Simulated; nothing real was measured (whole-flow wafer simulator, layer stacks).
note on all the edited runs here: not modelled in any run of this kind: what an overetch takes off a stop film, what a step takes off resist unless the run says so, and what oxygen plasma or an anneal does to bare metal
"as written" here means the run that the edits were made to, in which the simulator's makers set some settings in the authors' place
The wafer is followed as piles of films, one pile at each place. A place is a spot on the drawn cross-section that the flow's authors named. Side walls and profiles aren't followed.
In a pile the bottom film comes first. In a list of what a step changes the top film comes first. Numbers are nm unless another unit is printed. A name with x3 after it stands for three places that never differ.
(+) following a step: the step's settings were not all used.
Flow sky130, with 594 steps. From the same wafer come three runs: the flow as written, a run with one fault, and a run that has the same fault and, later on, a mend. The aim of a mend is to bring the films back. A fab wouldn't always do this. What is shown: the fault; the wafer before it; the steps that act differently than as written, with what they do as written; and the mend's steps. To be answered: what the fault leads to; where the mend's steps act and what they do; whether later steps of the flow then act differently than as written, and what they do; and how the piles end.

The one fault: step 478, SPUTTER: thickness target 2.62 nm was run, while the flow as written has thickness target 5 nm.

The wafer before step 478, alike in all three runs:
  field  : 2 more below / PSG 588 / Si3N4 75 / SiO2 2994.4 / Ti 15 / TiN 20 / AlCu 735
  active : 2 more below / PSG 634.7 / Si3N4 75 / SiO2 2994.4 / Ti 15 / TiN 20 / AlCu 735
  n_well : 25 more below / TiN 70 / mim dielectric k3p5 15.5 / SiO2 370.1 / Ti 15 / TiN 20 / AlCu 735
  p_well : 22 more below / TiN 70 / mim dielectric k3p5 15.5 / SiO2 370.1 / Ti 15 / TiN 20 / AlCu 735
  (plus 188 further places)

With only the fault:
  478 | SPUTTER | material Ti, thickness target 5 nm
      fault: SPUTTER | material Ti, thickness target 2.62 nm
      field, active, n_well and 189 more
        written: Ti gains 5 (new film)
        fault: Ti gains 2.62 (new film)
  Steps later in the flow that act otherwise than as written (17 other steps are not shown; they differ only slightly, by no more than 2% or 0.5 nm, whichever is larger):
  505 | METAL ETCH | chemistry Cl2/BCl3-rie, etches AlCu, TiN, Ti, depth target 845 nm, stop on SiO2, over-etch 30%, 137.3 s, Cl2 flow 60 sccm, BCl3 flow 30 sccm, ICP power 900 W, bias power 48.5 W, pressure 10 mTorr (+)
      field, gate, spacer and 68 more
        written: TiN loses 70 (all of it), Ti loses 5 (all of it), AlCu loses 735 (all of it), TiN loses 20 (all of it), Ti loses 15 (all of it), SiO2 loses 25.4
        fault: TiN loses 70 (all of it), Ti loses 2.62 (all of it), AlCu loses 735 (all of it), TiN loses 20 (all of it), Ti loses 15 (all of it), SiO2 loses 25.6
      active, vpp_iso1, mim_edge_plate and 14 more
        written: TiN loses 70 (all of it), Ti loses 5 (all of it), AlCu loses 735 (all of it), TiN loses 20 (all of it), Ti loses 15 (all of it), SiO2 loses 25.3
        fault: TiN loses 70 (all of it), Ti loses 2.62 (all of it), AlCu loses 735 (all of it), TiN loses 20 (all of it), Ti loses 15 (all of it), SiO2 loses 25.6
  By the end, the piles at n_well, p_well, gate_hv and 102 more depart from the flow's by more than 2% or 0.5 nm, whichever is larger.
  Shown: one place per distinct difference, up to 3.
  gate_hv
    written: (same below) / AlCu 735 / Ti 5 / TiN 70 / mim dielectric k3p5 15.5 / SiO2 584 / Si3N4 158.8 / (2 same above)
    fault: (same below) / AlCu 735 / Ti 2.62 / TiN 70 / mim dielectric k3p5 15.5 / SiO2 586.4 / Si3N4 158.8 / (2 same above)
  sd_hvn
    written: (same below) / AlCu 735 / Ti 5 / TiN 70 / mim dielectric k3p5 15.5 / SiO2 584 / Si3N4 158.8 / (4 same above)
    fault: (same below) / AlCu 735 / Ti 2.62 / TiN 70 / mim dielectric k3p5 15.5 / SiO2 586.4 / Si3N4 158.8 / (4 same above)
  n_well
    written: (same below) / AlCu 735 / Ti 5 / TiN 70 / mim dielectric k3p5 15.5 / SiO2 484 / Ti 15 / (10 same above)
    fault: (same below) / AlCu 735 / Ti 2.62 / TiN 70 / mim dielectric k3p5 15.5 / SiO2 486.4 / Ti 15 / (10 same above)

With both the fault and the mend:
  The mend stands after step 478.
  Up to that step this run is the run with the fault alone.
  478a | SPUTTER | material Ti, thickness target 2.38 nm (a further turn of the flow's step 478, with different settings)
      field, active, n_well and 189 more
        Ti gains 2.38
  Later steps of the flow that are run all act as written at every place that is followed.
  By the end, the piles equal the flow's at every place that both follow.
